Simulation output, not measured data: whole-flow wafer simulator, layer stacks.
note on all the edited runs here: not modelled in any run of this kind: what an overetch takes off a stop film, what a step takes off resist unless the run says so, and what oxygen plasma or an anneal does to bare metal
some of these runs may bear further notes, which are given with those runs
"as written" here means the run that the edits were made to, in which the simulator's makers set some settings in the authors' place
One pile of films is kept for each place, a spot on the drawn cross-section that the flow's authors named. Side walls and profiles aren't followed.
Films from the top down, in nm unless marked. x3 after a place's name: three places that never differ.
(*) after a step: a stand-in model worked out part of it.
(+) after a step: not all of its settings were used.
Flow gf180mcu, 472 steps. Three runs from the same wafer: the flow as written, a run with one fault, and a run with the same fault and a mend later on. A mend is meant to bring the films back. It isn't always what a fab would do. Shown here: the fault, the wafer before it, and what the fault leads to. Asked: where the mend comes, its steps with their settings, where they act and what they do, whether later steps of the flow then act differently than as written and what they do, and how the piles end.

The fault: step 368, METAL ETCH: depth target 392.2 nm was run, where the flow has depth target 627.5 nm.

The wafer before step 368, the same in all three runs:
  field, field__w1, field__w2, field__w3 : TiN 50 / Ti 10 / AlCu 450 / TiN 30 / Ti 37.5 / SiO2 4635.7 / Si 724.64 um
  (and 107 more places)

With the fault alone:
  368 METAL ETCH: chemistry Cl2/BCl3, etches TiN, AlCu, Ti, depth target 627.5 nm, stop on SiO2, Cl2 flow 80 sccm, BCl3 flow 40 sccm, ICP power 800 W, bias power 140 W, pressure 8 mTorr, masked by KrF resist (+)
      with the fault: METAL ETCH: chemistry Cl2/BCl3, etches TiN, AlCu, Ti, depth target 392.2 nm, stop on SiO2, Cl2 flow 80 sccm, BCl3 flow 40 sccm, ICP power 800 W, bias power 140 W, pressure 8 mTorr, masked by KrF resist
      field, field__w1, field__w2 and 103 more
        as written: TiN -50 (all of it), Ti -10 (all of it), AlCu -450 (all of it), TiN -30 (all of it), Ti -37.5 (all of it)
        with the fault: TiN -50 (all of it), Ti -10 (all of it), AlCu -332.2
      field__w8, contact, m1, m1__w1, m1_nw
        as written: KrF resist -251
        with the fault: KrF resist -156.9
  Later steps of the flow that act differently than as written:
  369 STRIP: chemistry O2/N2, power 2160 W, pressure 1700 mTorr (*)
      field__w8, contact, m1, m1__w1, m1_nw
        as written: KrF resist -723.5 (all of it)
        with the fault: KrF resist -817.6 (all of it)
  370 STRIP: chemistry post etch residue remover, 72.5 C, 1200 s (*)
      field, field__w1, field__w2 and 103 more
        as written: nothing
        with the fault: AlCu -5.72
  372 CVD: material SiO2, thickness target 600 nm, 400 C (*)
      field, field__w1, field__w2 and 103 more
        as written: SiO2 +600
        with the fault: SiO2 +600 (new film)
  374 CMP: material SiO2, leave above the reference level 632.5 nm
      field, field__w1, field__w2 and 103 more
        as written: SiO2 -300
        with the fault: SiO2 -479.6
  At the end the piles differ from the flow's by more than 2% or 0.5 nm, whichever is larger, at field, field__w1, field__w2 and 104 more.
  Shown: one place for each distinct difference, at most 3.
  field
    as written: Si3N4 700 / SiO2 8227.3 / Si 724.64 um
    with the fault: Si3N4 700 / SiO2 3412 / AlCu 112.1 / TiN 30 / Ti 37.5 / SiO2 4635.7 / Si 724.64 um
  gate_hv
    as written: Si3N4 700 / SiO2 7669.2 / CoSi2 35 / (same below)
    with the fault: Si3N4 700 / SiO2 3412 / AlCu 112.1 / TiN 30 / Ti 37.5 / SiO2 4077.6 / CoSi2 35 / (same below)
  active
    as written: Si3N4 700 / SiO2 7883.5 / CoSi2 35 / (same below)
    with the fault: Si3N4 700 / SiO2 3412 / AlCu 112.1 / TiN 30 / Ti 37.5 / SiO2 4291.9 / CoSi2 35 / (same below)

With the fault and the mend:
  The mend comes after step 370.
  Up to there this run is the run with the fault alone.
  370a DEHYDRATE: 200 C, 60 s (the flow's step 361 once more)
      changes no film at any place that is followed
  370b HMDS: 120 C, 60 s (the flow's step 362 once more)
      changes no film at any place that is followed
  370c COAT: KrF resist, thickness 1000 nm (*) (the flow's step 363 once more)
      iso_ptap_pw, iso_ntap_nw, iso_nw_fld and 33 more
        KrF resist +1000 (new film)
      field_sub__w2, field_sub__w4, gate_nat and 10 more
        KrF resist +1002.5 (new film)
      field__w2, field__w3, field__w12 and 9 more
        KrF resist +1002.7 (new film)
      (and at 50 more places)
  370d SOFTBAKE: KrF resist (the flow's step 364 once more)
      changes no film at any place that is followed
  370e EXPOSE: photomask Metal4 (the flow's step 365 once more)
      changes no film at any place that is followed
  370f PEB: KrF resist, 135 C, 90 s (the flow's step 366 once more)
      field__w1, field__w2, field__w3 and 57 more
        KrF resist -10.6
      iso_ptap_pw, iso_ntap_nw, iso_nw_fld and 33 more
        KrF resist -10.5
      gate_hv, sd_p, nw_sep_fld, polyc_n
        KrF resist -10.7
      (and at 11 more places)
  370g DEVELOP: thickness 1000 nm, 60 s (the flow's step 367 once more)
      iso_ptap_pw, iso_ntap_nw, iso_nw_fld and 33 more
        KrF resist -989.5 (all of it)
      field__w12, field_sub, field_sub__w3 and 8 more
        KrF resist -992.1 (all of it)
      field_sub__w2, field_sub__w4, gate_nat and 8 more
        KrF resist -991.9 (all of it)
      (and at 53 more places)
  370h METAL ETCH: chemistry Cl2/BCl3, etches TiN, AlCu, Ti, depth target 235.3 nm, stop on SiO2, Cl2 flow 80 sccm, BCl3 flow 40 sccm, ICP power 800 W, bias power 140 W, pressure 8 mTorr, masked by KrF resist (+) (the flow's step 368 once more, with other settings)
      field, field__w1, field__w2 and 103 more
        AlCu -112.1 (all of it), TiN -30 (all of it), Ti -37.5 (all of it)
      field__w8, contact, m1, m1__w1, m1_nw
        KrF resist -94.1
  370i STRIP: chemistry O2/N2, power 2160 W, pressure 1700 mTorr (*) (the flow's step 369 once more)
      field__w8
        KrF resist -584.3 (all of it)
      contact
        KrF resist -582.3 (all of it)
      m1
        KrF resist -584.5 (all of it)
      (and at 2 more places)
  370j STRIP: chemistry post etch residue remover, 72.5 C, 1200 s (*) (the flow's step 370 once more)
      field__w8, contact, m1, m1__w1, m1_nw
        TiN -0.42
  No later step of the flow acts differently than as written, at any place that is followed, by more than 2% or 0.5 nm, whichever is larger.
  At the end the piles differ from the flow's only slightly at the places that both follow, by at most 2% or 0.5 nm, whichever is larger.
